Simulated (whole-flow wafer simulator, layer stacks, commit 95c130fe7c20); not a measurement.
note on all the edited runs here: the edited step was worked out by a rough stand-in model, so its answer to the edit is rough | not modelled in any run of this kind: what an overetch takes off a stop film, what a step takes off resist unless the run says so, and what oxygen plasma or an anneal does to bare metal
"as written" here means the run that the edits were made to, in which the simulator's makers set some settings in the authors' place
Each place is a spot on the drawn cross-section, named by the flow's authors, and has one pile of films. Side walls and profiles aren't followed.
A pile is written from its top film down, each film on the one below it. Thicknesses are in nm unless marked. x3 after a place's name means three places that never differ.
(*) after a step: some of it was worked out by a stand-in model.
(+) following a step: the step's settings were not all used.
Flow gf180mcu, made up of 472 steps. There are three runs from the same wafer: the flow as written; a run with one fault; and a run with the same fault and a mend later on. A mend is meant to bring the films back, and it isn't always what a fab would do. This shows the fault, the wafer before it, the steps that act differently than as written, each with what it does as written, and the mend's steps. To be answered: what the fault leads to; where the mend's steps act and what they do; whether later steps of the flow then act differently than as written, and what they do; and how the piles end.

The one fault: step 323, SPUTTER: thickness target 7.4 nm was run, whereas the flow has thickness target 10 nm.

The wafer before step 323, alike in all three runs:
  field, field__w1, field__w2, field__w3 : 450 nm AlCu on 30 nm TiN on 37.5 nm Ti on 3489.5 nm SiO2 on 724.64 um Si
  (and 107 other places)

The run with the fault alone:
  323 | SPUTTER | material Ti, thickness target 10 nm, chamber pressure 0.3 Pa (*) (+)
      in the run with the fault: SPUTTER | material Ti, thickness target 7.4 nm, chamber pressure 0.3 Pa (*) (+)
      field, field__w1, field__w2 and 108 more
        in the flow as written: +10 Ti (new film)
        in the run with the fault: +7.4 Ti (new film)
  Later steps of the flow acting differently than as written (5 other steps are not shown; they differ only slightly, by no more than 2% or 0.5 nm, whichever is larger):
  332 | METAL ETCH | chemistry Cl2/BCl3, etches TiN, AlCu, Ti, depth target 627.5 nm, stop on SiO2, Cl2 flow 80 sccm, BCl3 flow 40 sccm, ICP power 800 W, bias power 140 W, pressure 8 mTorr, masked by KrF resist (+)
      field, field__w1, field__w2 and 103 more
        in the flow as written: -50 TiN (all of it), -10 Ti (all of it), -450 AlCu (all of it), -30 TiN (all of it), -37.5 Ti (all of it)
        in the run with the fault: -50 TiN (all of it), -7.4 Ti (all of it), -450 AlCu (all of it), -30 TiN (all of it), -37.5 Ti (all of it)
  By the end, the piles at field__w8, contact, m1, m1__w1, m1_nw depart from the flow's by more than 2% or 0.5 nm, whichever is larger.
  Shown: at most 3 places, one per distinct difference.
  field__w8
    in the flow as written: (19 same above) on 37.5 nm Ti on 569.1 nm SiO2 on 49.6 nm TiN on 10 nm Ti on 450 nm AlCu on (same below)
    in the run with the fault: (19 same above) on 37.5 nm Ti on 571.7 nm SiO2 on 49.6 nm TiN on 7.4 nm Ti on 450 nm AlCu on (same below)
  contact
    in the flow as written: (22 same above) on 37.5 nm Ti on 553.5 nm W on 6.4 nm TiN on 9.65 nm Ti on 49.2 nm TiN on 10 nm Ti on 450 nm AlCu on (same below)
    in the run with the fault: (22 same above) on 37.5 nm Ti on 556.1 nm W on 6.39 nm TiN on 9.64 nm Ti on 49.2 nm TiN on 7.4 nm Ti on 450 nm AlCu on (same below)

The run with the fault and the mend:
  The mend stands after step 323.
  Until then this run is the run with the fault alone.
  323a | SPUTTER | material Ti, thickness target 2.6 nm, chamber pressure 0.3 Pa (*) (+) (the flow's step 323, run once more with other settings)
      field, field__w1, field__w2 and 108 more
        +2.6 Ti
  Later steps of the flow that are run all act as written at every place that is followed.
  At every place that both follow, the piles at the end match the flow's.
